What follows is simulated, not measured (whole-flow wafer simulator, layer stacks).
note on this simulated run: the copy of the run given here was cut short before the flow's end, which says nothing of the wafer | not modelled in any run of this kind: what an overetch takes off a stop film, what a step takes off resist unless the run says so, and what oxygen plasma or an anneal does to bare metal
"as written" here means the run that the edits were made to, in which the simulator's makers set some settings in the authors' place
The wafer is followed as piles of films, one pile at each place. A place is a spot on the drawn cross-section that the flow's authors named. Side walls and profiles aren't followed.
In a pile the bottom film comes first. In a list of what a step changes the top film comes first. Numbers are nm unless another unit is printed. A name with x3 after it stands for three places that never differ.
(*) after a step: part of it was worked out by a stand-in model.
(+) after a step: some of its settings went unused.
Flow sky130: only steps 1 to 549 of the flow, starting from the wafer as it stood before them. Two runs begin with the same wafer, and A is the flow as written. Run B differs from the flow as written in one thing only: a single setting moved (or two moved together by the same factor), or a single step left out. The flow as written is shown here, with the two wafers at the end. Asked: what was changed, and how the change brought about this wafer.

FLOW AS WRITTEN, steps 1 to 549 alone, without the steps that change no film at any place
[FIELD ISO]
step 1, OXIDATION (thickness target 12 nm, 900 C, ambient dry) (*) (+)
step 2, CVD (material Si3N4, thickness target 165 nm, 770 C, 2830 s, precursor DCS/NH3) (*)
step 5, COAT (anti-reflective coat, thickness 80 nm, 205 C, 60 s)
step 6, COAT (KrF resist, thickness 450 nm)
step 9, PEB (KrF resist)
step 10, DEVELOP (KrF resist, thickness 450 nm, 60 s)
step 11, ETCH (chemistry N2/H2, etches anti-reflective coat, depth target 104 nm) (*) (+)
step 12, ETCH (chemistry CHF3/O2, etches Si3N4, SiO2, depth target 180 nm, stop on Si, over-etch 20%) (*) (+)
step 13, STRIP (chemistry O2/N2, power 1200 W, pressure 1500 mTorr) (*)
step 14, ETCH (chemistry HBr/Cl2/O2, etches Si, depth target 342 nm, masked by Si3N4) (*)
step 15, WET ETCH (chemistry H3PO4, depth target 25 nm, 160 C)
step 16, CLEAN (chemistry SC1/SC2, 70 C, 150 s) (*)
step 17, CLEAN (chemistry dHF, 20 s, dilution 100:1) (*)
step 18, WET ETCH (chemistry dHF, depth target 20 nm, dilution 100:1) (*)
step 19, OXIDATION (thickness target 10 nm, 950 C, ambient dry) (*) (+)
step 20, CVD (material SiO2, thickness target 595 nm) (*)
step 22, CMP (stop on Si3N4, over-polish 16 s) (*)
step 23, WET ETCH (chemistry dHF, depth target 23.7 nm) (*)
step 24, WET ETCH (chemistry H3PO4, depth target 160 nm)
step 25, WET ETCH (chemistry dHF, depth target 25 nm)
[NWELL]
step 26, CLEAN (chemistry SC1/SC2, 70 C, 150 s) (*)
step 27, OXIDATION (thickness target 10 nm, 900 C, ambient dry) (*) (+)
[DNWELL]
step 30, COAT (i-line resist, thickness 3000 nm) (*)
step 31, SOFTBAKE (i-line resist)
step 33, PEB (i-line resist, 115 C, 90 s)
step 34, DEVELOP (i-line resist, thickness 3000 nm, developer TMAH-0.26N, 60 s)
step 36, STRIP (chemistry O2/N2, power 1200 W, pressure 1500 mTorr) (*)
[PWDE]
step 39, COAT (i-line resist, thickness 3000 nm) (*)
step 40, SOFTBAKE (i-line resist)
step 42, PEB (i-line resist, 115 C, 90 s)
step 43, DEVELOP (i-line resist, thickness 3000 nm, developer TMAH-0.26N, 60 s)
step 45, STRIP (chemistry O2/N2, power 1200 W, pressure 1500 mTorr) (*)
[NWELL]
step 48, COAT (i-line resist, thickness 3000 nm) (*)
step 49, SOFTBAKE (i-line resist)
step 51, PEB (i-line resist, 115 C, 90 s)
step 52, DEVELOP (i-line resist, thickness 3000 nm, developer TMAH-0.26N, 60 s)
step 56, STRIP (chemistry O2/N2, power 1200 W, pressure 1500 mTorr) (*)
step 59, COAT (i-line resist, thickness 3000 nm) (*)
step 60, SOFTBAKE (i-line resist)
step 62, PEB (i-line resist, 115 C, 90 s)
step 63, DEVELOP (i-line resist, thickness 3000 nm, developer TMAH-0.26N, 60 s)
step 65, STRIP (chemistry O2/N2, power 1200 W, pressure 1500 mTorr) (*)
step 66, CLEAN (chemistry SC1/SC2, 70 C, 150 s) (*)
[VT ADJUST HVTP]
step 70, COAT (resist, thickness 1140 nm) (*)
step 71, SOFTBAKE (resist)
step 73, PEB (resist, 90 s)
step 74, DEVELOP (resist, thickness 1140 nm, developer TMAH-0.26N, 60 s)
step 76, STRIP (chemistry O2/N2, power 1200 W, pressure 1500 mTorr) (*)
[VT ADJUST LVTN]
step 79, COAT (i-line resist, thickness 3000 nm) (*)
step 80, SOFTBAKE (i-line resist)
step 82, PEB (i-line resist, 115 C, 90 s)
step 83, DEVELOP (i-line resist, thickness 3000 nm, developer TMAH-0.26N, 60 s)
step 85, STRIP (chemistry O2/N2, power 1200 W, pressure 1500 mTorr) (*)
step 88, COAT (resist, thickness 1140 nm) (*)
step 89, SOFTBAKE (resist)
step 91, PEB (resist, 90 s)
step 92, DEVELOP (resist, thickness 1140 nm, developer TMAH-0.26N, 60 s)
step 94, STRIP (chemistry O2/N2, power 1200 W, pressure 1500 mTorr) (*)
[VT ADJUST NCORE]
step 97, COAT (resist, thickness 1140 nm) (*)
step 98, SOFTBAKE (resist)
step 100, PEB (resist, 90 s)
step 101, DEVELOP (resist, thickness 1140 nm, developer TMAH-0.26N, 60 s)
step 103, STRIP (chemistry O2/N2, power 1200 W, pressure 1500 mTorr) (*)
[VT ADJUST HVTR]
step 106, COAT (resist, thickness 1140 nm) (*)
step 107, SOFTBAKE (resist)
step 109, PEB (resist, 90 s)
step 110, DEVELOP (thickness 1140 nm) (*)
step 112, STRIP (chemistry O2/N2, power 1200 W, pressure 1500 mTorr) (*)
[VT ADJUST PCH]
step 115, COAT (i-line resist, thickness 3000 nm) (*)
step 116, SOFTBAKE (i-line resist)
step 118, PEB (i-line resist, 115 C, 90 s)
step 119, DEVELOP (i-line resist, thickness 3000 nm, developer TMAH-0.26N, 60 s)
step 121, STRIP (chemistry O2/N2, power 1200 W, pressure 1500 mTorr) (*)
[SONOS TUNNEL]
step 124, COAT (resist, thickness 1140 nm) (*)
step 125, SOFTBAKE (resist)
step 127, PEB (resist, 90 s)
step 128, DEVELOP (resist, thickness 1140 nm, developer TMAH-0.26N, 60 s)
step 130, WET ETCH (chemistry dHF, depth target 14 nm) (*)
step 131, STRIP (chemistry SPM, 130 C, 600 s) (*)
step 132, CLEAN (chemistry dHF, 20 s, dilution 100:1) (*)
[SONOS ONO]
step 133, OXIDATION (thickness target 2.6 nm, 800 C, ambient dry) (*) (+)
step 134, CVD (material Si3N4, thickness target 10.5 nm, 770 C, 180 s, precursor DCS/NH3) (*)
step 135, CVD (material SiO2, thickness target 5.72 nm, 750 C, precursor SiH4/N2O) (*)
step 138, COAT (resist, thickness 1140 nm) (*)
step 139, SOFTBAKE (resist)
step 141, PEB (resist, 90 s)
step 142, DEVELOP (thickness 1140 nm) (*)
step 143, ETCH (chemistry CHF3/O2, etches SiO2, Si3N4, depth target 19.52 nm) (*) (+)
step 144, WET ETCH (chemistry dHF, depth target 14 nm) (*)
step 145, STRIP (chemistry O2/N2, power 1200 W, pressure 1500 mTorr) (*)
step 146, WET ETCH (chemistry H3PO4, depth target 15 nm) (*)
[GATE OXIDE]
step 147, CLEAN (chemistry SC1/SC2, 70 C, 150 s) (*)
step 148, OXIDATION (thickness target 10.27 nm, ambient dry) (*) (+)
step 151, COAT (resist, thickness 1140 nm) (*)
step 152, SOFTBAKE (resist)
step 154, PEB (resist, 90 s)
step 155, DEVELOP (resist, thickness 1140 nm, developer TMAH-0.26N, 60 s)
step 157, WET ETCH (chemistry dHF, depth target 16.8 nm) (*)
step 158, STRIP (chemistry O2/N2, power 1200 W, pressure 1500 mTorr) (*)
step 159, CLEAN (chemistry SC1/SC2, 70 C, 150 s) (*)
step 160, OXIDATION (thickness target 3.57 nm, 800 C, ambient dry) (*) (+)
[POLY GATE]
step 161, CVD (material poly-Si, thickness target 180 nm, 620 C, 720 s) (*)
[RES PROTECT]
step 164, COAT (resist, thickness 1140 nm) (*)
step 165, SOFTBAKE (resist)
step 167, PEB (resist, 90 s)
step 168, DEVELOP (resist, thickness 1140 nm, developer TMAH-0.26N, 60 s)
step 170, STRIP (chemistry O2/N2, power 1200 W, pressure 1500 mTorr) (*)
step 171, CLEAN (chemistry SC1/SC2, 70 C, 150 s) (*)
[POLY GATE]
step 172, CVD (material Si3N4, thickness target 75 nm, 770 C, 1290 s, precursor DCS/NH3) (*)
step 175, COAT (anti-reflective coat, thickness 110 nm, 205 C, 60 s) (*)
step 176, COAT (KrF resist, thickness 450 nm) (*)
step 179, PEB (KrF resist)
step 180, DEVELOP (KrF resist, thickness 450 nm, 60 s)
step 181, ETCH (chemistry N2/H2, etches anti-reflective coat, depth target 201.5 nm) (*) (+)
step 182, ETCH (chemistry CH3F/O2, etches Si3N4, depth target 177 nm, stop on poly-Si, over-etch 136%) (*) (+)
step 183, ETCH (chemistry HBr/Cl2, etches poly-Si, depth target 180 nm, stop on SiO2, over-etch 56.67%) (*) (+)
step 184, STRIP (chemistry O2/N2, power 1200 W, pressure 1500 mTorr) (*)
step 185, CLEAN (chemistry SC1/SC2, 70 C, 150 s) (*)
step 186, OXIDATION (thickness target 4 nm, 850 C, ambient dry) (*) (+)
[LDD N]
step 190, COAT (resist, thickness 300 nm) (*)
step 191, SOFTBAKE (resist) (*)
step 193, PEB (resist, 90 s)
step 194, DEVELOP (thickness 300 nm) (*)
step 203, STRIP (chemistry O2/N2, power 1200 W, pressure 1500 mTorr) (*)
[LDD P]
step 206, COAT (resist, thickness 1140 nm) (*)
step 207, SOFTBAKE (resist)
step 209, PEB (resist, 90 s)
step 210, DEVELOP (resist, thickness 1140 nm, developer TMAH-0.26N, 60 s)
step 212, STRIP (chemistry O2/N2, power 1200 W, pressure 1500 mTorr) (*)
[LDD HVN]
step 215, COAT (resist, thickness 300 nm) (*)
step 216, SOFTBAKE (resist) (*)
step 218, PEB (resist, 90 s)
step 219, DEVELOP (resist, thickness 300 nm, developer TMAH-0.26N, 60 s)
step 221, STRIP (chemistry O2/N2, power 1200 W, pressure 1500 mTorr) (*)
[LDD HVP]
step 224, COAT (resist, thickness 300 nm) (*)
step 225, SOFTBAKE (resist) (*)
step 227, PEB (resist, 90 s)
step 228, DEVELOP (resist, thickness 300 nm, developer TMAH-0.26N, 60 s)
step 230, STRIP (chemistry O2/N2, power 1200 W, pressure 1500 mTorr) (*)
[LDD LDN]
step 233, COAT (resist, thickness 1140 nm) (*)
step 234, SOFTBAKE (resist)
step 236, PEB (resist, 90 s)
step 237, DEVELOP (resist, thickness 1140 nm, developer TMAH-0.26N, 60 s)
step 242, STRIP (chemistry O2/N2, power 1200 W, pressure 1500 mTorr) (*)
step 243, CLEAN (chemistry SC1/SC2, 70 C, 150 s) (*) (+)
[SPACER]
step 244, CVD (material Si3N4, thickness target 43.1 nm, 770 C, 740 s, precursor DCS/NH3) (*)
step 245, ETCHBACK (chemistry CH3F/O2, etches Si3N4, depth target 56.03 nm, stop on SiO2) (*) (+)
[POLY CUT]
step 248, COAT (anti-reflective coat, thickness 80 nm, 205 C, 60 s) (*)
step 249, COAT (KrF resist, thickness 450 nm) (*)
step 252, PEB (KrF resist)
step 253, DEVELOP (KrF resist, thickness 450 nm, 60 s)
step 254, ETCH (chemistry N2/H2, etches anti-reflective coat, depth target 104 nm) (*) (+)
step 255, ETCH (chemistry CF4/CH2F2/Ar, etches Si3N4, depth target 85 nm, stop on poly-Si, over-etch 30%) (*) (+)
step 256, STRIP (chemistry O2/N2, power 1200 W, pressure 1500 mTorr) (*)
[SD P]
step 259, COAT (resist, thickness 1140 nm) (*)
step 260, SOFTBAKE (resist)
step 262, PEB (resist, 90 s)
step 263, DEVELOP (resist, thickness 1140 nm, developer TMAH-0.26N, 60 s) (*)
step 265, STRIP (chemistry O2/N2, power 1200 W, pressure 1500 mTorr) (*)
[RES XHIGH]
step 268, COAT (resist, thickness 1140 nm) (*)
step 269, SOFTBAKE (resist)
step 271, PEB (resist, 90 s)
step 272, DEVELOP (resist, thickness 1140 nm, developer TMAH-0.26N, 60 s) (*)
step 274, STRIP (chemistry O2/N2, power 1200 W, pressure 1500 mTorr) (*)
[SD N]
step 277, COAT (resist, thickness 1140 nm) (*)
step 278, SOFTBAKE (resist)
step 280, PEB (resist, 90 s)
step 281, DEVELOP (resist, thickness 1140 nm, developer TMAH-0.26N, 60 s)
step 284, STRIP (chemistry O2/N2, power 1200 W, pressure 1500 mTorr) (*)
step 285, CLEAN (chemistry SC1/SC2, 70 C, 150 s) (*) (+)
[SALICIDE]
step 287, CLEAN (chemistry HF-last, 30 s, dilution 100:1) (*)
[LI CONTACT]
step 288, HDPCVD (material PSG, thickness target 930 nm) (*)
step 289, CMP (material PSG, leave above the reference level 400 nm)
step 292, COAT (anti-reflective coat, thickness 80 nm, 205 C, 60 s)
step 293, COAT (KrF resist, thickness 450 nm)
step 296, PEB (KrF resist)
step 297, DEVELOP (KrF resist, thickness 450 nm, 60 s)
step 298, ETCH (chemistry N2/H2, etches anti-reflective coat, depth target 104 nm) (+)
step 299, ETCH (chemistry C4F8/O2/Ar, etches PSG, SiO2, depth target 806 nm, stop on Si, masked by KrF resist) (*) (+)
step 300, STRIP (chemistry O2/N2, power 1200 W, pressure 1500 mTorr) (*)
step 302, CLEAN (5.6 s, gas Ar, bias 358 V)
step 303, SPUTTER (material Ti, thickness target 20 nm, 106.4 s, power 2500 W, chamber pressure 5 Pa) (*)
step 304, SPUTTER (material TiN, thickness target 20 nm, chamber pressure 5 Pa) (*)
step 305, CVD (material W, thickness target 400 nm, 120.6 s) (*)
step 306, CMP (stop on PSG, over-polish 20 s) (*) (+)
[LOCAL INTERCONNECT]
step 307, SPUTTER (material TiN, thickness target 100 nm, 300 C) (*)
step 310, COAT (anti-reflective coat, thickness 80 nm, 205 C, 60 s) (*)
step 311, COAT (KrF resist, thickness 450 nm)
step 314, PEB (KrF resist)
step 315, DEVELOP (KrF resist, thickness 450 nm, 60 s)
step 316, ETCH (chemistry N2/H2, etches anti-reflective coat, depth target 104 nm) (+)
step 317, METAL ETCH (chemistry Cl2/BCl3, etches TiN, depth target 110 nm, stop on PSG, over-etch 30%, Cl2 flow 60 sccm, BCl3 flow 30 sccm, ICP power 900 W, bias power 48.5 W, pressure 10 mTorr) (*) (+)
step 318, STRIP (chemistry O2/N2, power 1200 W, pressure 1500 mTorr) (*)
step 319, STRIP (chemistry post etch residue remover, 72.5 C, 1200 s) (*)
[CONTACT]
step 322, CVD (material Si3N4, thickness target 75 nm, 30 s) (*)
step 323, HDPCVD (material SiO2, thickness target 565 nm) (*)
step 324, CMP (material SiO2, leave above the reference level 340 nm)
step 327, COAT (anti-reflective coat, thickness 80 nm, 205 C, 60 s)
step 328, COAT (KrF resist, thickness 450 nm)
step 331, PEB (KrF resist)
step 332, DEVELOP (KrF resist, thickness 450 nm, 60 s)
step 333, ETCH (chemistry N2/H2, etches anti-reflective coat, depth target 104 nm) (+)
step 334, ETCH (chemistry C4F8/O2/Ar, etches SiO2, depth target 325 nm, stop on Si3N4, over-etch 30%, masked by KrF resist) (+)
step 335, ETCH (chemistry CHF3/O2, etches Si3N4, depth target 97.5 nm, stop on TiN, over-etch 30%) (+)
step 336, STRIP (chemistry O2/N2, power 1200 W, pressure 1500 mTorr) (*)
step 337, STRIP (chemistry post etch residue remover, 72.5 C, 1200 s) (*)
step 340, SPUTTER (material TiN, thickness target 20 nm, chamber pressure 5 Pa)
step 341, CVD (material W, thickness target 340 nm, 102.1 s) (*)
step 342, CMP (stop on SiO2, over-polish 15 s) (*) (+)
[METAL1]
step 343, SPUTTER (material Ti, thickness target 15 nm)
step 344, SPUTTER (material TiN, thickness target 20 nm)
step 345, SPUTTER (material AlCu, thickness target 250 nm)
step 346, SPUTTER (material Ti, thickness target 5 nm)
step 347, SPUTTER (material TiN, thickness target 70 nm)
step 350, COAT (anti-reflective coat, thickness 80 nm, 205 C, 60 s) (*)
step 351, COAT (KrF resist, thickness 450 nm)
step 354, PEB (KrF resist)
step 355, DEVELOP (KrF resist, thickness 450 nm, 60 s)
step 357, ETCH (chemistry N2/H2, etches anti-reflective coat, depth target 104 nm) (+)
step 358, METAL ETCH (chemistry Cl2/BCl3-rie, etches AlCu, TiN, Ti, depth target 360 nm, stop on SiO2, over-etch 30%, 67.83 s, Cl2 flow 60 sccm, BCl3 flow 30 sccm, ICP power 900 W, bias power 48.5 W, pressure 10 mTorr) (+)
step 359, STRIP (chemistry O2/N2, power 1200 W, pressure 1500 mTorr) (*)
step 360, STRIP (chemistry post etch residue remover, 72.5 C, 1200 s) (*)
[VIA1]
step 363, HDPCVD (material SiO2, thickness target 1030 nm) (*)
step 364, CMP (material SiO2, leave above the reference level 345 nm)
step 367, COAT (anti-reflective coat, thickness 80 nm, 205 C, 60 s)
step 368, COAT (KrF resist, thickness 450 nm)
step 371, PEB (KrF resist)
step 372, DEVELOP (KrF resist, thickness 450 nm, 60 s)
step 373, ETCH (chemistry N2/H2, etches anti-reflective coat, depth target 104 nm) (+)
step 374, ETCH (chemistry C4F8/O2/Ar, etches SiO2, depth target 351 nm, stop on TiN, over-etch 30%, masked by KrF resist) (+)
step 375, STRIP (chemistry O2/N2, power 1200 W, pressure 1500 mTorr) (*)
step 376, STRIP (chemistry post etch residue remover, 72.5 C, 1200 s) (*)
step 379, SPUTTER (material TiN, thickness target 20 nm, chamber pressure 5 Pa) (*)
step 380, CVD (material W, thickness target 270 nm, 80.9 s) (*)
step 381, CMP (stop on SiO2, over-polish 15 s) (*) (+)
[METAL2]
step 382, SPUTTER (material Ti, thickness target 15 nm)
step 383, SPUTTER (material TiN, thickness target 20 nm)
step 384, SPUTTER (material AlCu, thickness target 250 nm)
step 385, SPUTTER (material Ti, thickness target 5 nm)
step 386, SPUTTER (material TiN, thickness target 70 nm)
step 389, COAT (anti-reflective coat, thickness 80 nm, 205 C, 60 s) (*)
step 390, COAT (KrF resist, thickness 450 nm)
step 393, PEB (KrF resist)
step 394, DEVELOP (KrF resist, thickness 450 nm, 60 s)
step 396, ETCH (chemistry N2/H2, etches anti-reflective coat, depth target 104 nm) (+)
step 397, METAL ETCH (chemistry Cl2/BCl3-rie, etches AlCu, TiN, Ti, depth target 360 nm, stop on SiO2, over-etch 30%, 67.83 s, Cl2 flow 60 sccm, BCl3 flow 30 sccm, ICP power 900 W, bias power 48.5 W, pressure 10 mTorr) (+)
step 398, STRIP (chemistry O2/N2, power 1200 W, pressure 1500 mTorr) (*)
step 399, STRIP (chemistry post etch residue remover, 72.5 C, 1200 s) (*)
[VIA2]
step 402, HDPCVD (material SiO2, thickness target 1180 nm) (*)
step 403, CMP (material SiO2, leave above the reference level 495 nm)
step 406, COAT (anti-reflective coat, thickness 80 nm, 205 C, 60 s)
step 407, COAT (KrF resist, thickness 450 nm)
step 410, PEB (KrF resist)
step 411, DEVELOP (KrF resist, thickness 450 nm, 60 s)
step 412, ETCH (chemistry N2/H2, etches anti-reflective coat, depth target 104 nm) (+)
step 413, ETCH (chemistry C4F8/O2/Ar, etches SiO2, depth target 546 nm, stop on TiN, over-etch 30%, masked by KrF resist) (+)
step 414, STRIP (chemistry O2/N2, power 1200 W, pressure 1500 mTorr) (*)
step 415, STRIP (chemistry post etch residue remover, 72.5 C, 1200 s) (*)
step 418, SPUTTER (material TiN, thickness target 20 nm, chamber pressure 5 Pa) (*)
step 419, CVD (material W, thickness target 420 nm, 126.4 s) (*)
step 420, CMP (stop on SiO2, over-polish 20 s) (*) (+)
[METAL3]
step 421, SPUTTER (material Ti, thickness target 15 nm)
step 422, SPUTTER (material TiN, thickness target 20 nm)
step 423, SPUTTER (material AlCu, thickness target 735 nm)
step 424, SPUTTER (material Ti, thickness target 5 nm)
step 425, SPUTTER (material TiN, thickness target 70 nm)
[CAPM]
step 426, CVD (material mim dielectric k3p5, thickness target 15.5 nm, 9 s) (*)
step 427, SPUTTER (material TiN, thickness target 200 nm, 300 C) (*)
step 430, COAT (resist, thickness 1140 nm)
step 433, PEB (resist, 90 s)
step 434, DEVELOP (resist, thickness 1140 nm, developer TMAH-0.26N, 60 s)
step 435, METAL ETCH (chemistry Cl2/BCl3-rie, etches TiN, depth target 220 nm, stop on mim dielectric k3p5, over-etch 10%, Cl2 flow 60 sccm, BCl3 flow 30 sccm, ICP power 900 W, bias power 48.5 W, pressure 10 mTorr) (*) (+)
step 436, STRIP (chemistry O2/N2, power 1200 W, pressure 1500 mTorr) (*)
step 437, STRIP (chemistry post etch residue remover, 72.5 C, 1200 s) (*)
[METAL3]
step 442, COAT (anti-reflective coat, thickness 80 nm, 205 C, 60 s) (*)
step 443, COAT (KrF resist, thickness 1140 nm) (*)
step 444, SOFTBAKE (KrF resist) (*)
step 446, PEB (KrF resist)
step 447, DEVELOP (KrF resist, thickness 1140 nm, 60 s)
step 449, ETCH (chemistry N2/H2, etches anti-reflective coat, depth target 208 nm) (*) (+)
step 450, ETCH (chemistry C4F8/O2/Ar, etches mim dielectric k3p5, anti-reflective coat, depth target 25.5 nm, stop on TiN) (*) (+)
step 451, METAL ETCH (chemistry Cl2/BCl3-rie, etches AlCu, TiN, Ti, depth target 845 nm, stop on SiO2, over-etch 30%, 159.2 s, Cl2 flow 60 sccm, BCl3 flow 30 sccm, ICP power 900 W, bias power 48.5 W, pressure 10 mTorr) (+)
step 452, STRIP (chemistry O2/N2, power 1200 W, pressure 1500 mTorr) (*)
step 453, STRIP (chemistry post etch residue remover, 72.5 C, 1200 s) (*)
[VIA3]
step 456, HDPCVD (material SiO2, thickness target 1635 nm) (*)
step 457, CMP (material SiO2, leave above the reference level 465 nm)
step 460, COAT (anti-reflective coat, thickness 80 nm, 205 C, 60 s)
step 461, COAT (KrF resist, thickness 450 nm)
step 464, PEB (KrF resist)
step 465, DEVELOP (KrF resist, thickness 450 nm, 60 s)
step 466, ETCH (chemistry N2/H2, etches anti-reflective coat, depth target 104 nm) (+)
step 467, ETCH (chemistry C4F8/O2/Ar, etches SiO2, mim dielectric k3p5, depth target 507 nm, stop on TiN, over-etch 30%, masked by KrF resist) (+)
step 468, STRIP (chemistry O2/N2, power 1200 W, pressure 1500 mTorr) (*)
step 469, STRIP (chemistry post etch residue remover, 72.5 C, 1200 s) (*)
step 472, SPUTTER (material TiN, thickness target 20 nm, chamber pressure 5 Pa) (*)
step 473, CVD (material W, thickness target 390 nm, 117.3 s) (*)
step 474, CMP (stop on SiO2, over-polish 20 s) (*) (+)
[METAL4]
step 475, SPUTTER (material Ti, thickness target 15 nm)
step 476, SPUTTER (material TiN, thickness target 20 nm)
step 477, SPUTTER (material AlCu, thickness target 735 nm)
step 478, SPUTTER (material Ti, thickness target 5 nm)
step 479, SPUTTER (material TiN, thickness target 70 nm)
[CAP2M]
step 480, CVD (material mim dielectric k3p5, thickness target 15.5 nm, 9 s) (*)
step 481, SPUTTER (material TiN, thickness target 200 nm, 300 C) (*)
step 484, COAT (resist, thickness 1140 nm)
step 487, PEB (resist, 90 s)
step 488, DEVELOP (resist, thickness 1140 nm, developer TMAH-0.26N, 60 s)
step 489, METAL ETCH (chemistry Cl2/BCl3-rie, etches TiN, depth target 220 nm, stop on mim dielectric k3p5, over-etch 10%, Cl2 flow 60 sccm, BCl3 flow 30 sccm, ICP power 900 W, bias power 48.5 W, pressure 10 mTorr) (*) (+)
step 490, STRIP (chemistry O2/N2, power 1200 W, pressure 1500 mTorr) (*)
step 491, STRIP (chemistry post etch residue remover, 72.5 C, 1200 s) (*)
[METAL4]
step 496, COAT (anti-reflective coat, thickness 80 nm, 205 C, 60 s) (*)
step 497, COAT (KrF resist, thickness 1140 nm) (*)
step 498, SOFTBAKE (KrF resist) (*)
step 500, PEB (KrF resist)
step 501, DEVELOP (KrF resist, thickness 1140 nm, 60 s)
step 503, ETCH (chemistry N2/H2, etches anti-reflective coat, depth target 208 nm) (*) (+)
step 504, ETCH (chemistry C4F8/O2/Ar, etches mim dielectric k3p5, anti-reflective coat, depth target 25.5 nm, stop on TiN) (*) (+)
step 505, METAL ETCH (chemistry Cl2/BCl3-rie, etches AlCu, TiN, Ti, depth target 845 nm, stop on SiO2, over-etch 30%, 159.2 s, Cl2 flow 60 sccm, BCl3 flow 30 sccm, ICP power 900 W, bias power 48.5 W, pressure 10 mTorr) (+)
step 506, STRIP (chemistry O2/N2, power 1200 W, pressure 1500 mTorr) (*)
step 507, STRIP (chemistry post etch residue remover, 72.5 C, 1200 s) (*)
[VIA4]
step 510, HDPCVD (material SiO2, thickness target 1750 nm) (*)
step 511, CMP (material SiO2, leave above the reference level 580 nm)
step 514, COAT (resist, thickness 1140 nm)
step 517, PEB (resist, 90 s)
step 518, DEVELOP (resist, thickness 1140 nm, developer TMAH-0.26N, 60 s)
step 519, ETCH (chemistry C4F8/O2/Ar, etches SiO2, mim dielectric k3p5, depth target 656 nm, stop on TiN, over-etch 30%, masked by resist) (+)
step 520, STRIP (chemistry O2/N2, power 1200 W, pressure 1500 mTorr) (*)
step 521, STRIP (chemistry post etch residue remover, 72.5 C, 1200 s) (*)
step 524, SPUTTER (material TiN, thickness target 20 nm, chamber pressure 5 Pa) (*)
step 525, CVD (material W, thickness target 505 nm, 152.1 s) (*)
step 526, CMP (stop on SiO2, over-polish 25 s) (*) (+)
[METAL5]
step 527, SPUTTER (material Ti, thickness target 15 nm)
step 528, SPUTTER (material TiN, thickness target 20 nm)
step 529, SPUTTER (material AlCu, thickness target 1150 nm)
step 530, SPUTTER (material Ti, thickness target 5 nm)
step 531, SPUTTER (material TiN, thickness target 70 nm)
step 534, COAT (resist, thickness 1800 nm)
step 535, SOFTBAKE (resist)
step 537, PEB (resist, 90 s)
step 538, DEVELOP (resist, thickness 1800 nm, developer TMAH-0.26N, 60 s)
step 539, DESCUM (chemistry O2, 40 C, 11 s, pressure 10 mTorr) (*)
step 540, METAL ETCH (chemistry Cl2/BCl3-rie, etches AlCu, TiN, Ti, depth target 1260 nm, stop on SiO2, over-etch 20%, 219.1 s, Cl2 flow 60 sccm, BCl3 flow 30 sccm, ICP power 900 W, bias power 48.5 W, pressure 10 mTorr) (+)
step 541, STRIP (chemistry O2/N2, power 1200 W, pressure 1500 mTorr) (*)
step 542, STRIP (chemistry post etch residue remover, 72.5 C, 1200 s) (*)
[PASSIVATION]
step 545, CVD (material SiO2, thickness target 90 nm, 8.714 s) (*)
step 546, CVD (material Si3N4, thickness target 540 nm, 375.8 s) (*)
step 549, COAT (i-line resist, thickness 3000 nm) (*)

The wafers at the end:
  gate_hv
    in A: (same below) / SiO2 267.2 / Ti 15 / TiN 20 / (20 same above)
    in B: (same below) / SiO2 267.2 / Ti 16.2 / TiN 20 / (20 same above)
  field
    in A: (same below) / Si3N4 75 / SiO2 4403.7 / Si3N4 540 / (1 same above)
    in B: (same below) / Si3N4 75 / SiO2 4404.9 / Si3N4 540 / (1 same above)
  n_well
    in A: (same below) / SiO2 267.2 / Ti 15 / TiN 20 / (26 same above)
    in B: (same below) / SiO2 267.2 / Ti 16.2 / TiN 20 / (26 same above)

Cause: step 382, SPUTTER: thickness target 16.2 nm was run, whereas the flow has thickness target 15 nm.
The wafer itself shows it: gate_hv has Ti 16.2, and step 382 as written asks for 15 nm.

Step by step, how the change led to this:
  step 382, SPUTTER (material Ti, thickness target 15 nm)
      field, active, n_well and 188 more: A +15 Ti (new film) | B +16.2 Ti (new film)
  step 397, METAL ETCH (chemistry Cl2/BCl3-rie, etches AlCu, TiN, Ti, depth target 360 nm, stop on SiO2, over-etch 30%, 67.83 s, Cl2 flow 60 sccm, BCl3 flow 30 sccm, ICP power 900 W, bias power 48.5 W, pressure 10 mTorr) (+)
      field, active, gate and 82 more: A -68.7 TiN (all of it), -5 Ti (all of it), -250 AlCu (all of it), -20 TiN (all of it), -15 Ti (all of it), -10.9 SiO2 | B -68.7 TiN (all of it), -5 Ti (all of it), -250 AlCu (all of it), -20 TiN (all of it), -16.2 Ti (all of it), -10.8 SiO2
